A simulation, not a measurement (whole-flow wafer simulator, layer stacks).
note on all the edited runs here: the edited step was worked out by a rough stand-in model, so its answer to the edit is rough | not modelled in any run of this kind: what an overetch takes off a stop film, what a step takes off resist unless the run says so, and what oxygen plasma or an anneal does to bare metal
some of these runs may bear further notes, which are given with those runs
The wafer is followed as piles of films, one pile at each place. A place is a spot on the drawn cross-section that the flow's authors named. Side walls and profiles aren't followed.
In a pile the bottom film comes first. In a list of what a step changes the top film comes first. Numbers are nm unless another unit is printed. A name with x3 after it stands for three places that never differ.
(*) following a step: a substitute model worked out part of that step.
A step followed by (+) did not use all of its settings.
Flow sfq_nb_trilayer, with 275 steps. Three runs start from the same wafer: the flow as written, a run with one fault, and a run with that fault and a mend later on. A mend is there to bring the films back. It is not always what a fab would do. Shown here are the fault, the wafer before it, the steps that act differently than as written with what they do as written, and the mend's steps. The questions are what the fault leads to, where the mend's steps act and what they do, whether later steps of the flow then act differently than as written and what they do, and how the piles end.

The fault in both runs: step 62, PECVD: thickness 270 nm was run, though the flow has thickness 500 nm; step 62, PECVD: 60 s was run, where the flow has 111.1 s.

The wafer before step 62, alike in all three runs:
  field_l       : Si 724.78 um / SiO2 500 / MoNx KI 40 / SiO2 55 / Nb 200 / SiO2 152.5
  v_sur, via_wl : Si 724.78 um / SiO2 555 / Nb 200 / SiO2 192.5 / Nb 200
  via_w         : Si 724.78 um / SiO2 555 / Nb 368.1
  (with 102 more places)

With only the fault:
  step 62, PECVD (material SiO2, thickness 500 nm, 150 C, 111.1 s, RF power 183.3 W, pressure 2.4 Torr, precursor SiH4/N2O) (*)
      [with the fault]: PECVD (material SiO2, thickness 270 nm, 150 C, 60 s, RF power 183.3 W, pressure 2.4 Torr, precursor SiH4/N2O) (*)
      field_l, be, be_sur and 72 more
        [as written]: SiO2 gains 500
        [with the fault]: SiO2 gains 270
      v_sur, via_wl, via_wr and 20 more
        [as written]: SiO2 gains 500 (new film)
        [with the fault]: SiO2 gains 270 (new film)
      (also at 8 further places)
  Steps later in the flow that act otherwise than as written (16 other steps are not shown; they differ only slightly, by no more than 2% or 0.5 nm, whichever is larger):
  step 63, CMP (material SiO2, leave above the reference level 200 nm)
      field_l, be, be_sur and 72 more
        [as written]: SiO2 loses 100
        [with the fault]: nothing
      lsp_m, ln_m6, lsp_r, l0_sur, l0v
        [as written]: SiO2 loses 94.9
        [with the fault]: nothing
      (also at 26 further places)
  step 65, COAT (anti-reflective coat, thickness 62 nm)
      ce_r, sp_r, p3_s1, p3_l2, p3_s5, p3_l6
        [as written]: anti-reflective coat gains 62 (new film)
        [with the fault]: anti-reflective coat gains 63.7 (new film)
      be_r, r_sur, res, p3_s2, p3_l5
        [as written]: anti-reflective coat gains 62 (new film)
        [with the fault]: anti-reflective coat gains 63.6 (new film)
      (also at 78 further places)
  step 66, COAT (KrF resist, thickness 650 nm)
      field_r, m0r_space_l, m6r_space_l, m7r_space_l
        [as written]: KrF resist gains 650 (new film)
        [with the fault]: KrF resist gains 665.9 (new film)
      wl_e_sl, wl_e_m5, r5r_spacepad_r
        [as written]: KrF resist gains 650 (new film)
        [with the fault]: KrF resist gains 626.5 (new film)
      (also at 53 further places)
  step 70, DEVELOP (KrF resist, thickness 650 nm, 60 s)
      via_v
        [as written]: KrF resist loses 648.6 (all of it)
        [with the fault]: KrF resist loses 602.3 (all of it)
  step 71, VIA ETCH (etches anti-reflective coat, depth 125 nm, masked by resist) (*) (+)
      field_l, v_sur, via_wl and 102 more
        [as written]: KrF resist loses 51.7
        [with the fault]: KrF resist loses 43.2
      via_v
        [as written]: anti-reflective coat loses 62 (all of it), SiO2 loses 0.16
        [with the fault]: anti-reflective coat loses 51.8 (all of it), SiO2 loses 0.13
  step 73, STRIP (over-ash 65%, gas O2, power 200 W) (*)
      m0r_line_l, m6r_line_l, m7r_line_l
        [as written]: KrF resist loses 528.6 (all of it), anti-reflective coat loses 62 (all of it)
        [with the fault]: KrF resist loses 562.9 (all of it), anti-reflective coat loses 62.8 (all of it)
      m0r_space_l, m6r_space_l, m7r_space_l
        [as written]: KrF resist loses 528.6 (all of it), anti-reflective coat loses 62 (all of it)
        [with the fault]: KrF resist loses 552.9 (all of it), anti-reflective coat loses 78.8 (all of it)
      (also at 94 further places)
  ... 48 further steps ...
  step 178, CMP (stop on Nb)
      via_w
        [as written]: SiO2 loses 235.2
        [with the fault]: SiO2 loses 226.5
  The piles end different from the flow's at via_w, p4_w1, p4_w2 and 7 more by more than 2% or 0.5 nm, whichever is larger.
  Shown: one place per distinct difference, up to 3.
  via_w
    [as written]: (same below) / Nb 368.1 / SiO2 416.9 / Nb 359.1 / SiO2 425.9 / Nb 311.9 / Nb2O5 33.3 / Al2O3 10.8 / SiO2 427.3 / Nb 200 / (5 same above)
    [with the fault]: (same below) / Nb 368.1 / SiO2 225.4 / Nb 167.1 / SiO2 156.8 / Nb 90.1 / SiO2 344 / Nb 161.3 / SiO2 189.6 / Nb 110.8 / Nb2O5 34.6 / Al2O3 10.1 / SiO2 495.5 / Nb 200 / (5 same above)
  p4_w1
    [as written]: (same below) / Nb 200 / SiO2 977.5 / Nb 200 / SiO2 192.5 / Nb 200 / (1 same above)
    [with the fault]: (same below) / Nb 200 / SiO2 947.5 / Nb 200 / SiO2 222.5 / Nb 200 / (1 same above)

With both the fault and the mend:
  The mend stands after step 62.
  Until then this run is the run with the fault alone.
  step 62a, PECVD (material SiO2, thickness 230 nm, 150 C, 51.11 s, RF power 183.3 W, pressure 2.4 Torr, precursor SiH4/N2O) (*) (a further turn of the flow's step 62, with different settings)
      field_l, v_sur, via_wl and 102 more
        SiO2 gains 230
      via_w
        SiO2 gains 204.9
  Steps later in the flow that act otherwise than as written:
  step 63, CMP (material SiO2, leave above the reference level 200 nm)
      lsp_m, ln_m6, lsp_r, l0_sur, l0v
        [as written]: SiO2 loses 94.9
        [with the mend]: SiO2 loses 100
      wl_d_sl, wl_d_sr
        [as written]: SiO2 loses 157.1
        [with the mend]: SiO2 loses 100
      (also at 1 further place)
  By the end, the piles equal the flow's at every place that both follow.
